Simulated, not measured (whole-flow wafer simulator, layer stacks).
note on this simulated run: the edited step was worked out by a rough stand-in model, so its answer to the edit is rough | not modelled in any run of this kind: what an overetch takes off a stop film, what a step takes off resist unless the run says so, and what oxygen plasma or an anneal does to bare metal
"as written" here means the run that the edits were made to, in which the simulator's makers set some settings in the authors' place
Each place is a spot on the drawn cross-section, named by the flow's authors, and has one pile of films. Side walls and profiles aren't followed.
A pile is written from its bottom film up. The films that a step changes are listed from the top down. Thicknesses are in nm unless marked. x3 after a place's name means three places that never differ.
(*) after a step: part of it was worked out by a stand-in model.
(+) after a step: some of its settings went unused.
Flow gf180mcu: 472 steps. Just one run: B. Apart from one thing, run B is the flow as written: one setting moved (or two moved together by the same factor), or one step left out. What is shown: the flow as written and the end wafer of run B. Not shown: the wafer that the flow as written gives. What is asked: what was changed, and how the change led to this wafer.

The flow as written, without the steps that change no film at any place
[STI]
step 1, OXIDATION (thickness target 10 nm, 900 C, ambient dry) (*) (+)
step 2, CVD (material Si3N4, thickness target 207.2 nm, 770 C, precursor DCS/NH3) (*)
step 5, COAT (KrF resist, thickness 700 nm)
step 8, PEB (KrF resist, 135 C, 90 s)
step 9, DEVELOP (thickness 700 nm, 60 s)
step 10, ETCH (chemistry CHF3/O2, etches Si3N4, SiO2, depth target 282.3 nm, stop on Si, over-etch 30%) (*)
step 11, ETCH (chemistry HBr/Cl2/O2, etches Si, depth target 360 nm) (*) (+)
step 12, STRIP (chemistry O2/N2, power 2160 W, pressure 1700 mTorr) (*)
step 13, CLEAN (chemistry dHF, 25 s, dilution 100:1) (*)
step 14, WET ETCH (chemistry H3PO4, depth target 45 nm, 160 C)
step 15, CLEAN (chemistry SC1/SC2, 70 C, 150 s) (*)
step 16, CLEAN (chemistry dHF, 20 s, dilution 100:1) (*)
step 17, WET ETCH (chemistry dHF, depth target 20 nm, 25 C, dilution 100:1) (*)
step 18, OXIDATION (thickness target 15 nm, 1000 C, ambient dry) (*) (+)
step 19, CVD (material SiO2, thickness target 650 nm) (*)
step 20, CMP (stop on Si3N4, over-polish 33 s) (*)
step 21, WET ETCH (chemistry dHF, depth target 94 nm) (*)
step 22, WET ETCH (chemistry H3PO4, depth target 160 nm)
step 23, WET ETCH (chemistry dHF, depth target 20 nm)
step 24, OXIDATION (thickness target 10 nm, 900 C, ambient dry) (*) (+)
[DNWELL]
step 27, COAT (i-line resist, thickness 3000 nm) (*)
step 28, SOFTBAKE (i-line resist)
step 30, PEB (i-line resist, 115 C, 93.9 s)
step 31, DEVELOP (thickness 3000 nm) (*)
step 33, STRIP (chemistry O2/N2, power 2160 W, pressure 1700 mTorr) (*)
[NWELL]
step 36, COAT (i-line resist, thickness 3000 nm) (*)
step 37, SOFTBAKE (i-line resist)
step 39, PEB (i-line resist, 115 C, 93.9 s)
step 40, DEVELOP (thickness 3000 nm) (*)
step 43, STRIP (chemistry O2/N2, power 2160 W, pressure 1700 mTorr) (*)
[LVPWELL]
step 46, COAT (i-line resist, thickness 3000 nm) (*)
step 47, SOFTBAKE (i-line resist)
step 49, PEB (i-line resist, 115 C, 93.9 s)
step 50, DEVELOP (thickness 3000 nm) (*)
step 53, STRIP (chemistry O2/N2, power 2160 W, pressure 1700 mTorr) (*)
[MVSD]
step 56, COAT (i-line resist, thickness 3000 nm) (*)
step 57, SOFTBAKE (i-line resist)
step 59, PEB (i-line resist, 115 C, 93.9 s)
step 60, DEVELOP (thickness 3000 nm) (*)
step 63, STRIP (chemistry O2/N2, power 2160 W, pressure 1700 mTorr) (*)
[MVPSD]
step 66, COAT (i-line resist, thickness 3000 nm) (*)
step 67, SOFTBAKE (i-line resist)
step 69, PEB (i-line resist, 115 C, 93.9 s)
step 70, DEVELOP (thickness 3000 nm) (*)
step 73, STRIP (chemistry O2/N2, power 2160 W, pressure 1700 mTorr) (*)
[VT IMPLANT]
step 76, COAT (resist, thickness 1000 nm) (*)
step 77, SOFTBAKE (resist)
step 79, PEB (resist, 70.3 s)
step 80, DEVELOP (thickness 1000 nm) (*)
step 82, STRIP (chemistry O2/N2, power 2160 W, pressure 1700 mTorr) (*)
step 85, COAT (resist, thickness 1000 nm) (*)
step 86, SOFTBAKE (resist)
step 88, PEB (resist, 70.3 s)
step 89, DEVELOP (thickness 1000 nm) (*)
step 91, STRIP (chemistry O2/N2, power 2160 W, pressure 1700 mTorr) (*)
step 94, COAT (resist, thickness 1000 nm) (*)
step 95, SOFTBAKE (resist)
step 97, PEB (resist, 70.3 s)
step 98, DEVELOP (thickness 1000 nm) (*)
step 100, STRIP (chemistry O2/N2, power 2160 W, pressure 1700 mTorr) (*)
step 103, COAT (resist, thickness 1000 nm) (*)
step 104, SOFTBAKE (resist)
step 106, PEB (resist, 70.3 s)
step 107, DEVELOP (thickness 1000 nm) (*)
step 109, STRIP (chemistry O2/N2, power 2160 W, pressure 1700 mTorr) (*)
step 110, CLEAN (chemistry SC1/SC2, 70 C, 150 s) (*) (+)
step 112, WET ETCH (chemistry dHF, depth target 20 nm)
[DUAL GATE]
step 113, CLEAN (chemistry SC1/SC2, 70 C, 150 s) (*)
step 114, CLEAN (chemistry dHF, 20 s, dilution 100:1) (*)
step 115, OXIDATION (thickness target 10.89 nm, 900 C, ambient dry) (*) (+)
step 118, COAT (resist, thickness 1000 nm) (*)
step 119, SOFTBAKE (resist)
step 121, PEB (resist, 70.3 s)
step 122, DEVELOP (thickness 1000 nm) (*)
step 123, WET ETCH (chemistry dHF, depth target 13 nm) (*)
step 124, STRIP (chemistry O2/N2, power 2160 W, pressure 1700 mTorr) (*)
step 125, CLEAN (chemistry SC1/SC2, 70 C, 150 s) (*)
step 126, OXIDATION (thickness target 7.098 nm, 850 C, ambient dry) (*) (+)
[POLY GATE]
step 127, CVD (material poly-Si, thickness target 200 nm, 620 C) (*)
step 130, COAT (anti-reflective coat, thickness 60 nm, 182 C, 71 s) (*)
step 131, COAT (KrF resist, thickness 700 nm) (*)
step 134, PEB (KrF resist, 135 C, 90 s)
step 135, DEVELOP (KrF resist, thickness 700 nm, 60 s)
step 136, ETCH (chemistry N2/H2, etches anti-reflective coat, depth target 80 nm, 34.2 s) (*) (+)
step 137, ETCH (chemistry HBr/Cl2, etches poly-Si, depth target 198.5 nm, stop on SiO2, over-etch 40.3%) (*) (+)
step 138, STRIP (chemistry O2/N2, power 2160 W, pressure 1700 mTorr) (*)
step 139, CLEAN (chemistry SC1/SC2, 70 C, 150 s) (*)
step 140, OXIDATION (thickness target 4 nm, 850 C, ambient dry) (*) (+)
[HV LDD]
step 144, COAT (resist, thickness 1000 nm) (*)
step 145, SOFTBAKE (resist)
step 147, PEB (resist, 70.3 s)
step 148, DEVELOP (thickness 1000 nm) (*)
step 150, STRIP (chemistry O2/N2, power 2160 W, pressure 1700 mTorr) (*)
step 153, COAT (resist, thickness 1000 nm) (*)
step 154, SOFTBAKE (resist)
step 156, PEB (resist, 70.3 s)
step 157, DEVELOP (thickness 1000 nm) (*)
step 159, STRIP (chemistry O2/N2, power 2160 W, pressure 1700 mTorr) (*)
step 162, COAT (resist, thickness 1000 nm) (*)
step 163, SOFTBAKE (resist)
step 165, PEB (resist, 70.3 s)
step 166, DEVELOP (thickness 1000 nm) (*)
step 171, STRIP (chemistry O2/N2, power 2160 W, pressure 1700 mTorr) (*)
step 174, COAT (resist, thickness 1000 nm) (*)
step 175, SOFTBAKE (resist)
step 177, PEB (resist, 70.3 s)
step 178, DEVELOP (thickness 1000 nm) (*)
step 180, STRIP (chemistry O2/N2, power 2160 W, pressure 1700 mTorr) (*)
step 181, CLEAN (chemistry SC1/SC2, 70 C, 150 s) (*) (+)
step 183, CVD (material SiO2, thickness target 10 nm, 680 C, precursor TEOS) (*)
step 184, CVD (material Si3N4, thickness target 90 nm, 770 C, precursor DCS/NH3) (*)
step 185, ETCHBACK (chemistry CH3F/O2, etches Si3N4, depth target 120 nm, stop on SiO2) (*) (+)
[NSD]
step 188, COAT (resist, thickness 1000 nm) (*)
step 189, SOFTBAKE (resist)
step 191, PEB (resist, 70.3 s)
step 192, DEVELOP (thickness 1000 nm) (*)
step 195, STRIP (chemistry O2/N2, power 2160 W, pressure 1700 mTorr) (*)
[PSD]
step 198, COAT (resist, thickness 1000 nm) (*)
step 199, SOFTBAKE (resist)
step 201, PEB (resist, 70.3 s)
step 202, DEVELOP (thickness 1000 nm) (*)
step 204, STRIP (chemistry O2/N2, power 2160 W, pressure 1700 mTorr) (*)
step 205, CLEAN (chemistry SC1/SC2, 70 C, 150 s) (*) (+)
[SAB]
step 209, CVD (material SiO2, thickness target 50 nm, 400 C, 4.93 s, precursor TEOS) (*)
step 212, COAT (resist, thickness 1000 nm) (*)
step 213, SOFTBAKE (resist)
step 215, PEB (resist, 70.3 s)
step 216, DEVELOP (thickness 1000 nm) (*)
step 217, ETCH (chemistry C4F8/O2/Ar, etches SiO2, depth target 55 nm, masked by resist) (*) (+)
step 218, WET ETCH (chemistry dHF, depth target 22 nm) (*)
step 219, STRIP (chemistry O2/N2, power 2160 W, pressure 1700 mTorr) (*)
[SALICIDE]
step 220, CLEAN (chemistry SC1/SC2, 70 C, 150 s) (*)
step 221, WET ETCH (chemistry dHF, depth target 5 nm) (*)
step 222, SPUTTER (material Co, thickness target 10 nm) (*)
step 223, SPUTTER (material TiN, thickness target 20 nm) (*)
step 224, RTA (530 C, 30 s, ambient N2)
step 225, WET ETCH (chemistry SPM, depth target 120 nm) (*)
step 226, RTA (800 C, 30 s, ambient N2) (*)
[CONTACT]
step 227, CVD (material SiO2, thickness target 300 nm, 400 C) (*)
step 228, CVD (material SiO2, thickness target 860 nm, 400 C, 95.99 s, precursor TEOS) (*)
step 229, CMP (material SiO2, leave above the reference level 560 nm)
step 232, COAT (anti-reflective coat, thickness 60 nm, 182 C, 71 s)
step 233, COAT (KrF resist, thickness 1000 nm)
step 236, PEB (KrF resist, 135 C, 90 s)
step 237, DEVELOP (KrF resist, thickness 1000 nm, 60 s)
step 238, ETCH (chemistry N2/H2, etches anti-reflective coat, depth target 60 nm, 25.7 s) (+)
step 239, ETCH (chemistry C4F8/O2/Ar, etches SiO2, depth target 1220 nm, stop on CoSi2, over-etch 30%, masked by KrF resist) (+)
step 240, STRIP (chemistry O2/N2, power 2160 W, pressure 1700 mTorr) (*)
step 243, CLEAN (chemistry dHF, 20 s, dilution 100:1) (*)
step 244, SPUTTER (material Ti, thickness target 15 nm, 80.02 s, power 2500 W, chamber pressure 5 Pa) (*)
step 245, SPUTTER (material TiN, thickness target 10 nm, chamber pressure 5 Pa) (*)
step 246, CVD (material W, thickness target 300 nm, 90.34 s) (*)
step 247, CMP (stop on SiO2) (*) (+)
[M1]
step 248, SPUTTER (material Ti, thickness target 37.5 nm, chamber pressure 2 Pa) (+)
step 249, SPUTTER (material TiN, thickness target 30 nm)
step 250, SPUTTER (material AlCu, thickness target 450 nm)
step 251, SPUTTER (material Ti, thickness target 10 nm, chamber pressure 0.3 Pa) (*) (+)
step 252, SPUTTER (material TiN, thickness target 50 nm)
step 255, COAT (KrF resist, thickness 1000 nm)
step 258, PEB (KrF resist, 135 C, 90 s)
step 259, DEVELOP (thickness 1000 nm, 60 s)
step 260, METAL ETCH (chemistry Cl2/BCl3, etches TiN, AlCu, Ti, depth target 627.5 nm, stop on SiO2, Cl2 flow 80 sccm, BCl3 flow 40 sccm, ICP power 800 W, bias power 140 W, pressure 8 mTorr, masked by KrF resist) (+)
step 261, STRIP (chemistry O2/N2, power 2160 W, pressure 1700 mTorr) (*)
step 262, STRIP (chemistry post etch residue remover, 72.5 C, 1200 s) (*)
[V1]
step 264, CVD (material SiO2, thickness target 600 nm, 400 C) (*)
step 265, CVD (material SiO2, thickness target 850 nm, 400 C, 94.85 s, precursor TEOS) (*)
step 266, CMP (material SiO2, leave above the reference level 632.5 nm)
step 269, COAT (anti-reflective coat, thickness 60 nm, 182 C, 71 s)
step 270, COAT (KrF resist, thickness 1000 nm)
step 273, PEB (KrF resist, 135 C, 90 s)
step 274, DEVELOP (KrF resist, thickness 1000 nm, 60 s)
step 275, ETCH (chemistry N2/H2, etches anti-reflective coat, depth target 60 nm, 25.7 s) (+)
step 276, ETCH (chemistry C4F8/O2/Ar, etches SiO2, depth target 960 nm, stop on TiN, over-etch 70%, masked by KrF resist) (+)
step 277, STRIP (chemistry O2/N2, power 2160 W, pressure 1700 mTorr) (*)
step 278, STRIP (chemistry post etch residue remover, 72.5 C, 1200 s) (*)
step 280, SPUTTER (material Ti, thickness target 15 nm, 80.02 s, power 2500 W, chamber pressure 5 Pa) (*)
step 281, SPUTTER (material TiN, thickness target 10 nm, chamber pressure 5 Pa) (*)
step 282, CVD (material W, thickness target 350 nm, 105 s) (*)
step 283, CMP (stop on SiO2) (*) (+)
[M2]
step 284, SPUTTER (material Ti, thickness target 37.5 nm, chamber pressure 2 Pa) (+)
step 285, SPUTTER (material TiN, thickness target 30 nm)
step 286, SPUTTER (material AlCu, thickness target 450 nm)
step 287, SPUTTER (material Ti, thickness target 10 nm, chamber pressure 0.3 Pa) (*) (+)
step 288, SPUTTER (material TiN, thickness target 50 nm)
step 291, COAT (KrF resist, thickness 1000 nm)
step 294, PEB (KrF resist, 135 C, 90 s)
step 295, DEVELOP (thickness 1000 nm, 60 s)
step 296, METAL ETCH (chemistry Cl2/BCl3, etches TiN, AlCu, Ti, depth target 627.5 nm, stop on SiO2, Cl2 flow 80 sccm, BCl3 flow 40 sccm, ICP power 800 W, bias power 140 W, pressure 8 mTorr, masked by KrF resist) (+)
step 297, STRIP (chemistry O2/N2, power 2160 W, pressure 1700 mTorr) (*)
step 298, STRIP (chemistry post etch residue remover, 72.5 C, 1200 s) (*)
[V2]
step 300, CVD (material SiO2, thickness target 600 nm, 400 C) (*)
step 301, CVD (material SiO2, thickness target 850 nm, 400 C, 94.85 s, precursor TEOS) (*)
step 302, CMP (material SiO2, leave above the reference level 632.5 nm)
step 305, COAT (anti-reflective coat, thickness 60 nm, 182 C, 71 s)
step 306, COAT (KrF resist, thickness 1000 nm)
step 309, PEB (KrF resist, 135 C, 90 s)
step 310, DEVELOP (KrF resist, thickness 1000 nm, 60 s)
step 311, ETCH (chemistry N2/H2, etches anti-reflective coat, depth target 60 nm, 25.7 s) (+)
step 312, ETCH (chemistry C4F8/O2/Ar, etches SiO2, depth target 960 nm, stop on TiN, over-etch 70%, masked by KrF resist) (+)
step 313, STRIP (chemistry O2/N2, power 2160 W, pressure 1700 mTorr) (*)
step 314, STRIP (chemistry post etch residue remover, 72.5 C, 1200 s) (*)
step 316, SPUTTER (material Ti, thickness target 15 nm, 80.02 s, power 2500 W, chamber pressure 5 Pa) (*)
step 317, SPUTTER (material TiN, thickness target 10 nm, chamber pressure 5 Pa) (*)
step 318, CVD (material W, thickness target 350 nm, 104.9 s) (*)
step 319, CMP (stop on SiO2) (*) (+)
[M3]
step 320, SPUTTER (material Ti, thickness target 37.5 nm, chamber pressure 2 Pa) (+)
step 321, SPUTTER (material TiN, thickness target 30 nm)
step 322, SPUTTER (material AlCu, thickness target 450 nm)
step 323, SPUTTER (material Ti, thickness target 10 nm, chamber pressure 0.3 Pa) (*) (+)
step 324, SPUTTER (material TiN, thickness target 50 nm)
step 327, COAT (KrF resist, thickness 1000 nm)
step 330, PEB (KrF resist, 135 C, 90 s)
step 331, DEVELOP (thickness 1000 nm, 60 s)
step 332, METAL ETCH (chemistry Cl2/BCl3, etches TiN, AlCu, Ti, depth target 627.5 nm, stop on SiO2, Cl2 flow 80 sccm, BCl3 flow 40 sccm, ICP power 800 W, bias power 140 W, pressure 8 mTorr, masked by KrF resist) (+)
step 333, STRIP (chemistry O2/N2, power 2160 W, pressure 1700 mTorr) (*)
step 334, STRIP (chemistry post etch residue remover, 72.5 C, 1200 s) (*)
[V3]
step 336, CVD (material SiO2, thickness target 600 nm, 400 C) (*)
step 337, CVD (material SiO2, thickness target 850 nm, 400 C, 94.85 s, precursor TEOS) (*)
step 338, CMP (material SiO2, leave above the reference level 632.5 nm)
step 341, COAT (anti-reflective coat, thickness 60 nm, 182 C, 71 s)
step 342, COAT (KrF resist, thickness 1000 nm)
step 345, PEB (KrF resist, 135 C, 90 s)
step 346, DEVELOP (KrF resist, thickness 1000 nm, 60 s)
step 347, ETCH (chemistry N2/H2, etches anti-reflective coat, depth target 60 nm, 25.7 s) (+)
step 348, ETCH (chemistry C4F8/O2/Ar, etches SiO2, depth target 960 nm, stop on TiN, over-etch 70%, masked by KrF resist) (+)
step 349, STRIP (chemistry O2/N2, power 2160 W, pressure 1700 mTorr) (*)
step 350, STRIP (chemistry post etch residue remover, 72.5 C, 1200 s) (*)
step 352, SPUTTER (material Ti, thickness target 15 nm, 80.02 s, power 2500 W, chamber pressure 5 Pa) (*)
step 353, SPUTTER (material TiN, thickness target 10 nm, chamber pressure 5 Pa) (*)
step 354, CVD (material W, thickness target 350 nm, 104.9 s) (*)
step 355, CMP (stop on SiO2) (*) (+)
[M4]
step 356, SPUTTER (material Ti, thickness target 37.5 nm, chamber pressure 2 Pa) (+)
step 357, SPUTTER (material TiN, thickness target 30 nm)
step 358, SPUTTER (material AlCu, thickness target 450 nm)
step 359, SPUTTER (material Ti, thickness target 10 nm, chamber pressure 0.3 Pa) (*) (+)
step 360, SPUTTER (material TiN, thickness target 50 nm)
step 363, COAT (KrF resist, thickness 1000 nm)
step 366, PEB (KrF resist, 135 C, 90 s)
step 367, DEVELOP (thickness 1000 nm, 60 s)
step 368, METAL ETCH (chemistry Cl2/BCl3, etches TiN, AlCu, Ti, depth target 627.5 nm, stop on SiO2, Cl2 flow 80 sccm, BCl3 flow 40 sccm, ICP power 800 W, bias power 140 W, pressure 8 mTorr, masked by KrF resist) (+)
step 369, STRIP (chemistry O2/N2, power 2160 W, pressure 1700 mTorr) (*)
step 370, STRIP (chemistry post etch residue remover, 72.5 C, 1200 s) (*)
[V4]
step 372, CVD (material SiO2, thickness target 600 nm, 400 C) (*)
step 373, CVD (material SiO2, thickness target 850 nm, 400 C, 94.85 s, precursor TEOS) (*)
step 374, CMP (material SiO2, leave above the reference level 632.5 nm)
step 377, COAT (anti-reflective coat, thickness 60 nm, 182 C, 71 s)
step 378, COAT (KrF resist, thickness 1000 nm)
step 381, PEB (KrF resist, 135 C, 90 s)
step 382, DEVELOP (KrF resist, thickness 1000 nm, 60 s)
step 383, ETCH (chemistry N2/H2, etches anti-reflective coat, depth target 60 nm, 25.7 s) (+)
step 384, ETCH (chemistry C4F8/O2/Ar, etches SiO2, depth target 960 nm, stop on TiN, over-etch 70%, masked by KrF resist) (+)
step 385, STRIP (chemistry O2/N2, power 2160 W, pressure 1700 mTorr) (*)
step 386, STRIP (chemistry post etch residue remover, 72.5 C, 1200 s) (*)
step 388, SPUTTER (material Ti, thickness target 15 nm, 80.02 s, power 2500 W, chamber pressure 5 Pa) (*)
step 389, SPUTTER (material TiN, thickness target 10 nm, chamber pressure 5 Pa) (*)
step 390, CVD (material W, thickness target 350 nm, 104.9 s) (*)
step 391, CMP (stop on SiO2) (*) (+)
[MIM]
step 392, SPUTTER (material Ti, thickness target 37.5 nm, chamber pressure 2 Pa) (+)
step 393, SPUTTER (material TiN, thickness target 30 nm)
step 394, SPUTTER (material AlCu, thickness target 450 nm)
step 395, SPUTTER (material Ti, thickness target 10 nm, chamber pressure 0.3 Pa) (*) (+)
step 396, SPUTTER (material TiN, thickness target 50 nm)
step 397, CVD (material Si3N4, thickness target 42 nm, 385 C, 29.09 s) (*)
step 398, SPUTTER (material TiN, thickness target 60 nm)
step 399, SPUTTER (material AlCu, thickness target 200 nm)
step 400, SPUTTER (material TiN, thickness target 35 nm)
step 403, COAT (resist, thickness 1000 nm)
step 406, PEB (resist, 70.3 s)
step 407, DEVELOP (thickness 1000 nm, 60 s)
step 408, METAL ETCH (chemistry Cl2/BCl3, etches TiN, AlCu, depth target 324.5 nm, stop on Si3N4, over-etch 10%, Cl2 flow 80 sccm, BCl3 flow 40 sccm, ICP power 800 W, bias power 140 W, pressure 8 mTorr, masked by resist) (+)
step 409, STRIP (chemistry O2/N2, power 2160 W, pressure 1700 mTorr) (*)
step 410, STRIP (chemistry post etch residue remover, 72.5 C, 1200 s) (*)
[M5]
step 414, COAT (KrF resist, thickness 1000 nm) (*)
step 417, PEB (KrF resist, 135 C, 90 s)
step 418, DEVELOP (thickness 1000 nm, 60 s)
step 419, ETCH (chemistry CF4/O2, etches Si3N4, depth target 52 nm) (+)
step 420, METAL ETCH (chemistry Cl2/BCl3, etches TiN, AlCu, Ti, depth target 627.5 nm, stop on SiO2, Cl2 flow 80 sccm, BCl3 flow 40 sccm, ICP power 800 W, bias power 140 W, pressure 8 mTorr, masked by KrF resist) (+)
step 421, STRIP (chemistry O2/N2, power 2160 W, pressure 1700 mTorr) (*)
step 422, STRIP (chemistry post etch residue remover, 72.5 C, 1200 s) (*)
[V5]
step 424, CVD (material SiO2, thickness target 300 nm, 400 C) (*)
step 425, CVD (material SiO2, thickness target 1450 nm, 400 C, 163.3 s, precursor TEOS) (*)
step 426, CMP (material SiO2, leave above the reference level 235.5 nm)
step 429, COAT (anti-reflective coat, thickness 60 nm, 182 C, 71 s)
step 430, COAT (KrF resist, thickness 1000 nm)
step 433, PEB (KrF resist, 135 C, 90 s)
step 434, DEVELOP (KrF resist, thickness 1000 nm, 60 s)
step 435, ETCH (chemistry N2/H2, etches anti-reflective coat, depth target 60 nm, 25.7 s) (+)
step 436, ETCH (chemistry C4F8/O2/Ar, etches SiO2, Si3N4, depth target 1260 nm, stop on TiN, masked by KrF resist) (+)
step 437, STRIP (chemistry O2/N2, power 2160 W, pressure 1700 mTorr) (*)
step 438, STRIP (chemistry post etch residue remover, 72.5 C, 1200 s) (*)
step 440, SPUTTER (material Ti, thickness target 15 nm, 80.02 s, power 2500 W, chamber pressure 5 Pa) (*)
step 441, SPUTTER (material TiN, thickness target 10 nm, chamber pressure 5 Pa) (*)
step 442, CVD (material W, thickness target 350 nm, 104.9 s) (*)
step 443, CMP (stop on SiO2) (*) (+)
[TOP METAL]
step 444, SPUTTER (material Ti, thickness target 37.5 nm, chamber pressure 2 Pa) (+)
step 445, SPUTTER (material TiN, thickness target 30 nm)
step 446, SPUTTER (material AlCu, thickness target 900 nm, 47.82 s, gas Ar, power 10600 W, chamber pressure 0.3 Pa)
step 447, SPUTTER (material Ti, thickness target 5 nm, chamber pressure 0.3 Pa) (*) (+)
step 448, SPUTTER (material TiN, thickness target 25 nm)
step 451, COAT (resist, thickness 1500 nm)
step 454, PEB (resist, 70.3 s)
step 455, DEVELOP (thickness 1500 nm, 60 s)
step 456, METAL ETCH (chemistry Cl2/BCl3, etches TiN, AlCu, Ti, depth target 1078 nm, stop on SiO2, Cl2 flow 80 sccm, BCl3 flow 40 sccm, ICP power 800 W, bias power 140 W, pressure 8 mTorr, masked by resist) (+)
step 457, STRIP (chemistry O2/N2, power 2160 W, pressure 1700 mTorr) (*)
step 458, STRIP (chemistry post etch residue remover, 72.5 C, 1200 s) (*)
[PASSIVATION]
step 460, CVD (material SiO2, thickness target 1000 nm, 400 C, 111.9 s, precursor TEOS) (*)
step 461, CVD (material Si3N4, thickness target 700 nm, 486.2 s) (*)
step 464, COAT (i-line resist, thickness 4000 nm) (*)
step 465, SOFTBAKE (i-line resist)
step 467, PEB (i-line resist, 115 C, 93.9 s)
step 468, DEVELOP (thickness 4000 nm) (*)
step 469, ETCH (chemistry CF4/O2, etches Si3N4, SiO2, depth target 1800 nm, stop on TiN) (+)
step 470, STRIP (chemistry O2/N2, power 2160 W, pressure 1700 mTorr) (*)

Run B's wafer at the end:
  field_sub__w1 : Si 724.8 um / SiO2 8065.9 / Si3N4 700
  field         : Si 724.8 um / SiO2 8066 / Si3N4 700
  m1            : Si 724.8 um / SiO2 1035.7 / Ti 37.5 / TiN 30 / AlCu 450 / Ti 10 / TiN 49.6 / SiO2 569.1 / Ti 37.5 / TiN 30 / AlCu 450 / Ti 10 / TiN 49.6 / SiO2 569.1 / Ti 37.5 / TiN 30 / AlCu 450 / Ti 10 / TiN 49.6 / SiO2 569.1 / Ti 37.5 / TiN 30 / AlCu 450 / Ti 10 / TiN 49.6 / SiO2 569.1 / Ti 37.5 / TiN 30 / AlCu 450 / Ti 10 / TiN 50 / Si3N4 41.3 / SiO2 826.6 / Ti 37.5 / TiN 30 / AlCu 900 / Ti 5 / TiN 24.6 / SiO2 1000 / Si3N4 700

Cause: step 11, ETCH: depth target 198 nm was run, whereas the flow has depth target 360 nm.

The path from the change to this, step by step:
  step 11, ETCH (chemistry HBr/Cl2/O2, etches Si, depth target 360 nm) (*) (+)
      active, n_well, p_well and 40 more: -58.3 KrF resist (as written it would have been: -112.3 KrF resist)
      field, field_sub, sti and 34 more: -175 Si (as written it would have been: -337 Si)
  step 12, STRIP (chemistry O2/N2, power 2160 W, pressure 1700 mTorr) (*)
      active, n_well, p_well and 40 more: -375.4 KrF resist (all of it) (as written it would have been: -321.4 KrF resist (all of it))
  step 19, CVD (material SiO2, thickness target 650 nm) (*)
      m1, ld_fp_n, ld_drift_n and 8 more: +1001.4 SiO2 (as written it would have been: +1163.4 SiO2)
  step 20, CMP (stop on Si3N4, over-polish 33 s) (*)
      sti, mim_1p0, pad and 11 more: -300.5 SiO2 (as written it would have been: -138.5 SiO2)
      nw_enc_fld, nw_enc_fld_lv: -304.5 SiO2 (as written it would have been: -142.5 SiO2)
      (also at 10 further places)
  step 115, OXIDATION (thickness target 10.89 nm, 900 C, ambient dry) (*) (+)
      sti, mim_1p0, pad and 19 more: +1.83 SiO2, -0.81 Si (as written it would have been: +1.22 SiO2, -0.54 Si)
      field, field__w1, field__w2, field__w3, field__w6, field__w12, mim, nw_sep_fld: +1.89 SiO2, -0.83 Si (as written it would have been: +1.25 SiO2, -0.55 Si)
      (also at 19 further places)
  step 189, SOFTBAKE (resist)
      field__w9: -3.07 resist (as written it would have been: +6.92 resist)
      active_hv: -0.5 resist (as written it would have been: +2.68 resist)
      (also at 1 further place)
  step 199, SOFTBAKE (resist)
      field__w9: -3.07 resist (as written it would have been: +6.92 resist)
      active_hv: -0.5 resist (as written it would have been: +2.68 resist)
      (also at 1 further place)
